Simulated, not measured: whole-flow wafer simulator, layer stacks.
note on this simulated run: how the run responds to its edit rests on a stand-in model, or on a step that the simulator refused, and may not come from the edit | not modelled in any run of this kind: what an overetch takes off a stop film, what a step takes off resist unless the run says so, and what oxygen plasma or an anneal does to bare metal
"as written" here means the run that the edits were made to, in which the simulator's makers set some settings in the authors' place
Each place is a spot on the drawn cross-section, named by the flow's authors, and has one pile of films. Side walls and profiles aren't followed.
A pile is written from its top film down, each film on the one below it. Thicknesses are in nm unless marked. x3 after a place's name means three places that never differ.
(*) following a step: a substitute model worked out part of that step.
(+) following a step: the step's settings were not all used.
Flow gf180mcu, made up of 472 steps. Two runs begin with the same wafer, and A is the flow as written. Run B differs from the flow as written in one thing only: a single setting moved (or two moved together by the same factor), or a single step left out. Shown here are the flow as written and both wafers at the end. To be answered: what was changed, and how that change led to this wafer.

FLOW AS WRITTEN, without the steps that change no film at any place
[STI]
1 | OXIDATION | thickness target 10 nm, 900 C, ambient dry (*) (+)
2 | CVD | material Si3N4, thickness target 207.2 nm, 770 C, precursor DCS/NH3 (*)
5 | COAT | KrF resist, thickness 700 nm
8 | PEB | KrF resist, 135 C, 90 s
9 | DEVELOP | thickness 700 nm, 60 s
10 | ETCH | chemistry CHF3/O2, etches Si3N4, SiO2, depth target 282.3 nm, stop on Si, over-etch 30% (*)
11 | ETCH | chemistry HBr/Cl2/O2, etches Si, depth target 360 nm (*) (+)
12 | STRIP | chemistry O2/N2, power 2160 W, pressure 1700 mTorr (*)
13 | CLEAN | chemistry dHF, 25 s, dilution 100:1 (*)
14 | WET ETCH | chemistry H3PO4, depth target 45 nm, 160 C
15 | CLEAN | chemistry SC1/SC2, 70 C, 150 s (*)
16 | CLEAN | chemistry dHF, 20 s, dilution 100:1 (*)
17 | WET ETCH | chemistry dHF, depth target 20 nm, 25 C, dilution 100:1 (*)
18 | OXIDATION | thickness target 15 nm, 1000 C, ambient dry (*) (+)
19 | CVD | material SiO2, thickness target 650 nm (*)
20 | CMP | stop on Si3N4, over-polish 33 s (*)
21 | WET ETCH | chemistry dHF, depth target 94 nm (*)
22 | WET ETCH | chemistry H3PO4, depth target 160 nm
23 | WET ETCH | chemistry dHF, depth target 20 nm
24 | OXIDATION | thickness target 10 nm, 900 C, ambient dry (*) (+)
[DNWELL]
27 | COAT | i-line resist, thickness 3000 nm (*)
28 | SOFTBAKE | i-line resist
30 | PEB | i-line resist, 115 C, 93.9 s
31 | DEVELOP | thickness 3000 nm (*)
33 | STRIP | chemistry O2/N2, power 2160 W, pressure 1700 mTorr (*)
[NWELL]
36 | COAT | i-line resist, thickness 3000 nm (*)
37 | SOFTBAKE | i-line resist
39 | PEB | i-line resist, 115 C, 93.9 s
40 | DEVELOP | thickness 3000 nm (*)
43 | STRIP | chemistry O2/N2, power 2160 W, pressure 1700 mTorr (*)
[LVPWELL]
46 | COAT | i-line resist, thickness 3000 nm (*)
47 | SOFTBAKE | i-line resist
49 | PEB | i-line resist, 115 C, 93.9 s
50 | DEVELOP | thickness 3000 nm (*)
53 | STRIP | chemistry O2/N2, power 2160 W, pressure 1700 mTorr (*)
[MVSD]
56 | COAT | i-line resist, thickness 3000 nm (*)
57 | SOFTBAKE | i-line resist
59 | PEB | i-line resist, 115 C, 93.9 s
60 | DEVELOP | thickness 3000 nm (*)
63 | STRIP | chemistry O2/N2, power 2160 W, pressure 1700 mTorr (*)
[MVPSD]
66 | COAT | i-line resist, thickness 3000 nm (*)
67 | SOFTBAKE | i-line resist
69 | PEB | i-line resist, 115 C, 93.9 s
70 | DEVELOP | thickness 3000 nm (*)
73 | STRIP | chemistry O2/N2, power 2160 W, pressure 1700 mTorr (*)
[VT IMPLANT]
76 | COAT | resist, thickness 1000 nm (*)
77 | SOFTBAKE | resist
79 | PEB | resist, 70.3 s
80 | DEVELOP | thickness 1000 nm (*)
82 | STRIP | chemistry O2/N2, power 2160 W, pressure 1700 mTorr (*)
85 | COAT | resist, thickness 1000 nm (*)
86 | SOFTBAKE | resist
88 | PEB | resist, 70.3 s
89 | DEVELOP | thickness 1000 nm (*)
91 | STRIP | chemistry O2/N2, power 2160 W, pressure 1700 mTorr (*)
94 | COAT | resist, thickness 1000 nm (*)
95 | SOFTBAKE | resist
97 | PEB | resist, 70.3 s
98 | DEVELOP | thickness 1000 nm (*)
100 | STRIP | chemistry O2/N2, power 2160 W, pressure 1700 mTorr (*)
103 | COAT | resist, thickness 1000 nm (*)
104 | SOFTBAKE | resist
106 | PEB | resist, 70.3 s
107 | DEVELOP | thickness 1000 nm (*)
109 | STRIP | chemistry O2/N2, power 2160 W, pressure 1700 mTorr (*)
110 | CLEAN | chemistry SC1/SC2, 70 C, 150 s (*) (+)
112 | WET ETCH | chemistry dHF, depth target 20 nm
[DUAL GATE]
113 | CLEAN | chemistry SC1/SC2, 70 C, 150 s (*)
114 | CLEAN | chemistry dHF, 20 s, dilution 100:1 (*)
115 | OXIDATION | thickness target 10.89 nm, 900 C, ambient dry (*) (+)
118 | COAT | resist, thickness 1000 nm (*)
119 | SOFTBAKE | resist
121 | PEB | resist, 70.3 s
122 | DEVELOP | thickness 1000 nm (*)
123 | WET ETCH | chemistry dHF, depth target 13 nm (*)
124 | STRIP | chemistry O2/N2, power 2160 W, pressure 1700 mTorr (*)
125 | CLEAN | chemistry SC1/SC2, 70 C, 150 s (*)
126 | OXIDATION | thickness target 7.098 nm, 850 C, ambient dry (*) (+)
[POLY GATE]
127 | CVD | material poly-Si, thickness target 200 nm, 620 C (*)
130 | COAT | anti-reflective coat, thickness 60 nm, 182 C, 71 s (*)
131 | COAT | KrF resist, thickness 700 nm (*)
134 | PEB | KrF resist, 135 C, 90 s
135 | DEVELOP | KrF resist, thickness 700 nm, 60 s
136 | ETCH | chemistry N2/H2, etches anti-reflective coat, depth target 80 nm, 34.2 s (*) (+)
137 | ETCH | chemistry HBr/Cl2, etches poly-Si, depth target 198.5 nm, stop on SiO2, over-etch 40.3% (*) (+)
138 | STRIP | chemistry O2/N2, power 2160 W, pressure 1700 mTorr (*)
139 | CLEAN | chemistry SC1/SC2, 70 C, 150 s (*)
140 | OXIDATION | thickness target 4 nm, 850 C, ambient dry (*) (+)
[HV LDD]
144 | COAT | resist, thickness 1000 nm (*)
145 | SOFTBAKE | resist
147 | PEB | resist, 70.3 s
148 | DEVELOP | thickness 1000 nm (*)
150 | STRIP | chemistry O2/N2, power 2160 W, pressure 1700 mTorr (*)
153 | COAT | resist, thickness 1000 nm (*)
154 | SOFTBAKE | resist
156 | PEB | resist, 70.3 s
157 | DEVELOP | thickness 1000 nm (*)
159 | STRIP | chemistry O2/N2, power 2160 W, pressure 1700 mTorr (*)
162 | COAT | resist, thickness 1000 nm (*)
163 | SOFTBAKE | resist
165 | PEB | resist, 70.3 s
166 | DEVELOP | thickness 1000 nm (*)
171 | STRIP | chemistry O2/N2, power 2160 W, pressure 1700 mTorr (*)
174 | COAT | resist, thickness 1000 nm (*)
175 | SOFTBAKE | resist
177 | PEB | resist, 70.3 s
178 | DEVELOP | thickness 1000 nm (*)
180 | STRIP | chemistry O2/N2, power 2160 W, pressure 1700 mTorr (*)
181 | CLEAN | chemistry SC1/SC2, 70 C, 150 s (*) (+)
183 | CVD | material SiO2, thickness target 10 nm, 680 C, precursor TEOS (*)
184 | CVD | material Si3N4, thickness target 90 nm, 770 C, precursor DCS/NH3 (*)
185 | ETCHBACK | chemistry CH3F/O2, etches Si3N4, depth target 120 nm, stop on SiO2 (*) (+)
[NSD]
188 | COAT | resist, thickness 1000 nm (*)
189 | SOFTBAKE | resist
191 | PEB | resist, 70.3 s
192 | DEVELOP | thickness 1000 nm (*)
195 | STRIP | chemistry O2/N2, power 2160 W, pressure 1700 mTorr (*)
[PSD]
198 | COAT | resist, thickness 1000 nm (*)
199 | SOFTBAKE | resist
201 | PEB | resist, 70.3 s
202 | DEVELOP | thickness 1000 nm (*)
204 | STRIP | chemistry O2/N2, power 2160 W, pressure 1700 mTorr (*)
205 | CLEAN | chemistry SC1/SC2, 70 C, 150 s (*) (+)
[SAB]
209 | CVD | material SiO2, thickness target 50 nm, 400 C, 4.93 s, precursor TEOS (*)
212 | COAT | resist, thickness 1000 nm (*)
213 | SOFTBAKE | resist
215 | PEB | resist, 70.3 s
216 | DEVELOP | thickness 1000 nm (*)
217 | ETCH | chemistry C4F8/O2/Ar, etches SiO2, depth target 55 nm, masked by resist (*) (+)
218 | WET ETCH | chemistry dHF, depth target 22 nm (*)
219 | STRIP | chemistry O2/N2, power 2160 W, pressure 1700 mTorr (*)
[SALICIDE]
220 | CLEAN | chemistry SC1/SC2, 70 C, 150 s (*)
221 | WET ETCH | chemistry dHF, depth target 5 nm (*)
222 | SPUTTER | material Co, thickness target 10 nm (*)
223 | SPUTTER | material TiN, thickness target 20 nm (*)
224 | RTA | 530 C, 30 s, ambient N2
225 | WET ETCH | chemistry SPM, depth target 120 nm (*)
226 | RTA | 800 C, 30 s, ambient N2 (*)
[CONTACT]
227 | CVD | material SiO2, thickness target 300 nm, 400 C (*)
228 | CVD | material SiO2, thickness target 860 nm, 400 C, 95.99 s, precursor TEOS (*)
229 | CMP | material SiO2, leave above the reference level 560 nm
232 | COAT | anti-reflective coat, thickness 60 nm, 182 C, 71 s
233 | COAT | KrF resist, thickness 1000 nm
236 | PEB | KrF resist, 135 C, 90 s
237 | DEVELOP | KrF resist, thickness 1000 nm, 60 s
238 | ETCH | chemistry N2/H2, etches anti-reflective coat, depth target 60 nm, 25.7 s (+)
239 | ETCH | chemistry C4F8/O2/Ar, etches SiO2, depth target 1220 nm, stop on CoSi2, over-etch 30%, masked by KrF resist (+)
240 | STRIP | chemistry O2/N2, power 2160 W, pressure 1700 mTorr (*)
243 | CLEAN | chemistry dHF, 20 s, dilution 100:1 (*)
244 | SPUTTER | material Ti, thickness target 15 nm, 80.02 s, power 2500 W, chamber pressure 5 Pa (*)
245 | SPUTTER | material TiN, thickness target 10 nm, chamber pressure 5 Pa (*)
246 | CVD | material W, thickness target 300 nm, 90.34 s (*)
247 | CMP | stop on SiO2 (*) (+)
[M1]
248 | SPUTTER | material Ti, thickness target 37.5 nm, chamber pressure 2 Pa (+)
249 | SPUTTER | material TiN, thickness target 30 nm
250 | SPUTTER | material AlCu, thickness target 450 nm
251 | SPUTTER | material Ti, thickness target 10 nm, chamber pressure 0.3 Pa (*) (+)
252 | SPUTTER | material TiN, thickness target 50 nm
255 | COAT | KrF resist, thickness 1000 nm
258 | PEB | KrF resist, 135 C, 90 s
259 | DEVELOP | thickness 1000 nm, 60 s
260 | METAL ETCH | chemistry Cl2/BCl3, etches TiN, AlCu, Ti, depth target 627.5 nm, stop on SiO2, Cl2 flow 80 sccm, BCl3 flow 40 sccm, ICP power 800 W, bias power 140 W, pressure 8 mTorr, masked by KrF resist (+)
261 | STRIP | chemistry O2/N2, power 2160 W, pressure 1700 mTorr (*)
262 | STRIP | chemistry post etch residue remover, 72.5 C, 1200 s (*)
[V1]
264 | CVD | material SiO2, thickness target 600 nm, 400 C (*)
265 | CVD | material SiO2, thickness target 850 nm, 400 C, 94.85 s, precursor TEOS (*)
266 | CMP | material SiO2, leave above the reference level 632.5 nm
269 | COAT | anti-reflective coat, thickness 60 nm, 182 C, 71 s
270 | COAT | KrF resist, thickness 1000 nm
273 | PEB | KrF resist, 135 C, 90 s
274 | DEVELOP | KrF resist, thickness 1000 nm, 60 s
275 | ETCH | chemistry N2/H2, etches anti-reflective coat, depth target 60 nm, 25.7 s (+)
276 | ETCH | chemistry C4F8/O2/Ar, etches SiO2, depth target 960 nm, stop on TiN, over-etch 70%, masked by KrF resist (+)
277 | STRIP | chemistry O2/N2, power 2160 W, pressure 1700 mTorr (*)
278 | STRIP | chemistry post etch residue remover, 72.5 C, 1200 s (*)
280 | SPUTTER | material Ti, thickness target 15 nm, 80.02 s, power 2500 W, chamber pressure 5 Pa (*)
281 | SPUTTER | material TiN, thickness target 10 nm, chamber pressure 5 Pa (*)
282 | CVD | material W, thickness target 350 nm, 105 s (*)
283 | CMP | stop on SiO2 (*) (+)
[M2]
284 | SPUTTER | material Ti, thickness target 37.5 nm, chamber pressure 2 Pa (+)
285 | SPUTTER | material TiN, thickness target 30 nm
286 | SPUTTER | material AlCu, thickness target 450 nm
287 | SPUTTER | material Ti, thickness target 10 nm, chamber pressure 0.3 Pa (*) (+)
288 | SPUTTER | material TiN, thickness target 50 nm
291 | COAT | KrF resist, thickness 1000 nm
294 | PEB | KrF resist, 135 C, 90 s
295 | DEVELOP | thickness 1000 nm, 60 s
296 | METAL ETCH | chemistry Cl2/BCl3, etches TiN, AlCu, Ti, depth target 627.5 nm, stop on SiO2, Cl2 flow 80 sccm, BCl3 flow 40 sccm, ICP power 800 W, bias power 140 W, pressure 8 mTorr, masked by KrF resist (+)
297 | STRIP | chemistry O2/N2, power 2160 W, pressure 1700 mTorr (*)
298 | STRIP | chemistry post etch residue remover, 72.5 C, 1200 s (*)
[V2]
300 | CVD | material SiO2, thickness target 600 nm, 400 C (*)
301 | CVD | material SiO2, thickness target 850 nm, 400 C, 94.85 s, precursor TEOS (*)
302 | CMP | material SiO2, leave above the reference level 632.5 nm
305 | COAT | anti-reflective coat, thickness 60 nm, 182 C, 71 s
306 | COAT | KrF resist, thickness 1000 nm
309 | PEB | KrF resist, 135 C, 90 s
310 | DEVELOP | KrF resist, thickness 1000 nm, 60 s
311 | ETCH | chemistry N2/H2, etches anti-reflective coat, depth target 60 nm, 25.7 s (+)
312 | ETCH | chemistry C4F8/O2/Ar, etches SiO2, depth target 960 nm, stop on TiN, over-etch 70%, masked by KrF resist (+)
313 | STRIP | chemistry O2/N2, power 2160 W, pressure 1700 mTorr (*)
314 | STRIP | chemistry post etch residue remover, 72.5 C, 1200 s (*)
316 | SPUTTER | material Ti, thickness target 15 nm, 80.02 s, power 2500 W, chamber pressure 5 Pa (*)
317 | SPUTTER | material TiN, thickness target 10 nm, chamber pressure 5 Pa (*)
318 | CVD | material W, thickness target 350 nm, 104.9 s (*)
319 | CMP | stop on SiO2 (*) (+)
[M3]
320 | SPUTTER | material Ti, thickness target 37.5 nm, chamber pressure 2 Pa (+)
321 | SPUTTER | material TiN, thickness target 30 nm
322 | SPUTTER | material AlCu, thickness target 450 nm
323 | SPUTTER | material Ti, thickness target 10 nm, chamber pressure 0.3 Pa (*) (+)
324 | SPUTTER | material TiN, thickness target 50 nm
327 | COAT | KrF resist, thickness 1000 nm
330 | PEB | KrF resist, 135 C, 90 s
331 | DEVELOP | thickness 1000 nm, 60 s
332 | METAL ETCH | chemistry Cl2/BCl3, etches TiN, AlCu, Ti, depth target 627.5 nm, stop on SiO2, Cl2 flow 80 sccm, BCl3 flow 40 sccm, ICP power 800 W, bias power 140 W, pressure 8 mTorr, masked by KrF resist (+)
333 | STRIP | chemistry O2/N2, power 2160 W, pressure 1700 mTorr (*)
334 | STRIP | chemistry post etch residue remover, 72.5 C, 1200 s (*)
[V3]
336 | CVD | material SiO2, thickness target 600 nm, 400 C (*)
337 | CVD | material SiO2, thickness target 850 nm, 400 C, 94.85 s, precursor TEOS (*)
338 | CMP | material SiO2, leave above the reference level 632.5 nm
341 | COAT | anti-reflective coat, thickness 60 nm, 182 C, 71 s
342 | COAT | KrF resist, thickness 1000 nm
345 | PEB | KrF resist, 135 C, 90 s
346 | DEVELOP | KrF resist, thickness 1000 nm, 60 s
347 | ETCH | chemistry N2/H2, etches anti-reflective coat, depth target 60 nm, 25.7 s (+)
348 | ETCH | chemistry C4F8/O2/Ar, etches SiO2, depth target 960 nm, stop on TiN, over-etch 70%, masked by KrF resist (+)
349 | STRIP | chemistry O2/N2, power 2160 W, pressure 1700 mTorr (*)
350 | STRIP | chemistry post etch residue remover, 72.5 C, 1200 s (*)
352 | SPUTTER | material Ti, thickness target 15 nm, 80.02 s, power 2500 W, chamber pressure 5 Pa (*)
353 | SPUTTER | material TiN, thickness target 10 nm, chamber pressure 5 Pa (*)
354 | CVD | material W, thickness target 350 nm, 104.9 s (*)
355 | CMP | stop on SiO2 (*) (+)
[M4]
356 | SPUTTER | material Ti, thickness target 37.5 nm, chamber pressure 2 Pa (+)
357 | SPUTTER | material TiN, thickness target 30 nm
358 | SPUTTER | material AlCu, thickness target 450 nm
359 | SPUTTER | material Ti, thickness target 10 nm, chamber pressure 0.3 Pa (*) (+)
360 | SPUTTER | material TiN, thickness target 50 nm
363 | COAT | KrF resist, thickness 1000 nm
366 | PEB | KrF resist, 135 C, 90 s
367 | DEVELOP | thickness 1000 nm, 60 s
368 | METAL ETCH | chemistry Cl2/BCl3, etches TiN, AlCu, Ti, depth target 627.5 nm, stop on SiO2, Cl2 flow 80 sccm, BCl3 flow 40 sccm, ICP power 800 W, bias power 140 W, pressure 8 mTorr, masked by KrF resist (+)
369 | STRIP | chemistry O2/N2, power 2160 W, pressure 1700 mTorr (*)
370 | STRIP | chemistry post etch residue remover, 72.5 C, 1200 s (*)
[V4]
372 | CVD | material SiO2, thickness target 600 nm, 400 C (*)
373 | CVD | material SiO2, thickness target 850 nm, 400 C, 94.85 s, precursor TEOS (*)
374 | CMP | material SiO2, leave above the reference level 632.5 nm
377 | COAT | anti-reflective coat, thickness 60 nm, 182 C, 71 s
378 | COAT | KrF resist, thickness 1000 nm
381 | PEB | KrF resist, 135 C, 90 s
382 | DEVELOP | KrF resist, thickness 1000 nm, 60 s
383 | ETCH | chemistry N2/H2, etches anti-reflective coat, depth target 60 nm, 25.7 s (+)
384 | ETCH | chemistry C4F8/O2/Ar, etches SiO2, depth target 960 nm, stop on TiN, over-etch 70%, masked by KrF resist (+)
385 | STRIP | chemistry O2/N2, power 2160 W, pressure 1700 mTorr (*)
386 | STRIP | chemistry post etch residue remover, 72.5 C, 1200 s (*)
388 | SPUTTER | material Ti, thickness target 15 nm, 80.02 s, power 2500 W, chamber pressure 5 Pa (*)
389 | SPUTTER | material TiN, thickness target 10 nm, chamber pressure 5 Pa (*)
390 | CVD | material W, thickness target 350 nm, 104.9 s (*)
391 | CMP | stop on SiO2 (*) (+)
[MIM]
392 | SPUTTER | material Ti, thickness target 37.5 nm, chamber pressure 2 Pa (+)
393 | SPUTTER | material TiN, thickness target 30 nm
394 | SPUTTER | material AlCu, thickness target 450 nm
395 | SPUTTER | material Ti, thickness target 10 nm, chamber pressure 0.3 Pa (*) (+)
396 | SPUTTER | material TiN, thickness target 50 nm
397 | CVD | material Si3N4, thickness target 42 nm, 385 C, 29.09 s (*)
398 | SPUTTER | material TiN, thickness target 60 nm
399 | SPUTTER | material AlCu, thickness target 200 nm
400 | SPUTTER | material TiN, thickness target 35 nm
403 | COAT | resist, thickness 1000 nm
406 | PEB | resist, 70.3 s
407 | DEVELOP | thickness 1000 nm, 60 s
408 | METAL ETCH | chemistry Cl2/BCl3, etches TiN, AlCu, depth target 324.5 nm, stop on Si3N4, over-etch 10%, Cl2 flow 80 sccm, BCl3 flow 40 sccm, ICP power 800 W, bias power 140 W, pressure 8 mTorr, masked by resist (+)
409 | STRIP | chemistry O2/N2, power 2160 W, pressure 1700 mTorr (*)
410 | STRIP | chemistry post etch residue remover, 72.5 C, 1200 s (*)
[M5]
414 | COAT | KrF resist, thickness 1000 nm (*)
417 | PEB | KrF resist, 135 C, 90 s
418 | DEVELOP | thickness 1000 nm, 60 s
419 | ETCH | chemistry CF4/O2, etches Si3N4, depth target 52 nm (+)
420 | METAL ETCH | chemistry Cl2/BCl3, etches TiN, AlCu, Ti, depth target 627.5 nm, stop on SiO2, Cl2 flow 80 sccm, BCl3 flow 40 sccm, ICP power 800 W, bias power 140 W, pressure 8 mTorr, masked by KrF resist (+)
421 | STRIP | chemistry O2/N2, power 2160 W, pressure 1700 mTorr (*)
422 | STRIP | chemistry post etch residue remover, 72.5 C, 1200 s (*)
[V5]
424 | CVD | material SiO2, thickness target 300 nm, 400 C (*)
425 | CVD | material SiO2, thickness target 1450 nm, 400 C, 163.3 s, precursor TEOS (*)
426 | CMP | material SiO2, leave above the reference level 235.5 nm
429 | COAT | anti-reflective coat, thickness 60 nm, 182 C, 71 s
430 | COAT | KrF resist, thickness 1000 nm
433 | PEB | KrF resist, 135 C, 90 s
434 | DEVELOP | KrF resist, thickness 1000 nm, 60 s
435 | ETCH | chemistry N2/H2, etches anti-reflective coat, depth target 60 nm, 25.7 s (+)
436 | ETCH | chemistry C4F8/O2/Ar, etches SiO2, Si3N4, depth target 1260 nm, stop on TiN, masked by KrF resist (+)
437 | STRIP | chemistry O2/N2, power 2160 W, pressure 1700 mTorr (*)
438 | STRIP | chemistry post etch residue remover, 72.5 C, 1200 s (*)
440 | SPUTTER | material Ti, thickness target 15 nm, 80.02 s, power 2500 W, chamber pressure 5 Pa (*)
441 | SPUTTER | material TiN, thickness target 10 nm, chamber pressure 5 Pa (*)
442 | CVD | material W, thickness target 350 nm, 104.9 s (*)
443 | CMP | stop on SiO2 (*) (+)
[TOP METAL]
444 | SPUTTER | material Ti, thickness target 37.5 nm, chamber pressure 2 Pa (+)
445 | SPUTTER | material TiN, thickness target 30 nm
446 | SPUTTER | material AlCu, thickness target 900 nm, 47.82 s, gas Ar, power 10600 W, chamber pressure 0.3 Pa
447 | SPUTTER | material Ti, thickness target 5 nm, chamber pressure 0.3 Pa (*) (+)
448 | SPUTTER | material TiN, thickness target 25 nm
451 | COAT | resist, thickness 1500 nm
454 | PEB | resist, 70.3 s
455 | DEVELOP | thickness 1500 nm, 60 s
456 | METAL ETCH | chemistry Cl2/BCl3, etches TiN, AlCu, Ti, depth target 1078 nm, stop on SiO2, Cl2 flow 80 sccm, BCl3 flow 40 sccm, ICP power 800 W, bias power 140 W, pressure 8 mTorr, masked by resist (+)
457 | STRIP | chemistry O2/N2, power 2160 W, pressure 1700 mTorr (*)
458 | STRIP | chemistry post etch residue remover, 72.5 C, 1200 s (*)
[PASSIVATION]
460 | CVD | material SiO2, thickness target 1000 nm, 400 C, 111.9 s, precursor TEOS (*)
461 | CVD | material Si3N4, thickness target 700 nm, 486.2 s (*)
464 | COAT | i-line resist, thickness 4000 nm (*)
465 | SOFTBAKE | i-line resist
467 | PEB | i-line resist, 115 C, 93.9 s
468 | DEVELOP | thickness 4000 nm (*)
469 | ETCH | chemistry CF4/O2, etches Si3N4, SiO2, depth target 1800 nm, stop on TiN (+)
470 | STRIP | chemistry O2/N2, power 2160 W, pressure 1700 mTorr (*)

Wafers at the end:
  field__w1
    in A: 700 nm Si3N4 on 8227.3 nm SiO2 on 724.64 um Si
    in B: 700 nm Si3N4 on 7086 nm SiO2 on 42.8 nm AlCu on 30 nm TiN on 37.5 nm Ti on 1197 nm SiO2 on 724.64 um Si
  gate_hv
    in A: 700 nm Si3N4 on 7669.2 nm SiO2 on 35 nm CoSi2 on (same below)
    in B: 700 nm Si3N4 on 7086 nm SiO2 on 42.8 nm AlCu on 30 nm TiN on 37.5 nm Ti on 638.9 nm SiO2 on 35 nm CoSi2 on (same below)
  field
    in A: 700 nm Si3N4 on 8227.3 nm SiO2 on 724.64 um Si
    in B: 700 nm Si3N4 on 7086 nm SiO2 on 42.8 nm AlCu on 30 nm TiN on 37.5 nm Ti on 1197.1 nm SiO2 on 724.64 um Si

Cause: step 250, SPUTTER: thickness target 616 nm was run, while the flow as written has thickness target 450 nm.

Step by step, how the change led to this:
  250 | SPUTTER | material AlCu, thickness target 450 nm
      field, field__w1, field__w2 and 108 more: A +450 AlCu (new film) | B +616 AlCu (new film)
  260 | METAL ETCH | chemistry Cl2/BCl3, etches TiN, AlCu, Ti, depth target 627.5 nm, stop on SiO2, Cl2 flow 80 sccm, BCl3 flow 40 sccm, ICP power 800 W, bias power 140 W, pressure 8 mTorr, masked by KrF resist (+)
      field, field__w1, field__w2 and 99 more: A -50 TiN (all of it), -10 Ti (all of it), -450 AlCu (all of it), -30 TiN (all of it), -37.5 Ti (all of it) | B -50 TiN (all of it), -10 Ti (all of it), -567.5 AlCu
  262 | STRIP | chemistry post etch residue remover, 72.5 C, 1200 s (*)
      field, field__w1, field__w2 and 99 more: A nothing | B -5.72 AlCu
  264 | CVD | material SiO2, thickness target 600 nm, 400 C (*)
      field, field__w1, field__w2 and 99 more: A +600 SiO2 | B +600 SiO2 (new film)
  266 | CMP | material SiO2, leave above the reference level 632.5 nm
      field, field__w1, field__w2 and 99 more: A -300 SiO2 | B -244.3 SiO2
If metal films that touch count as one body, field__w1 has 1 body; the flow as written gives 0 bodies.
If metal films that touch count as one body, gate_hv has 2 bodies (between them, from the top down: SiO2 638.9); the flow as written gives 1 body.
If metal films that touch count as one body, field has 1 body; the flow as written gives 0 bodies.
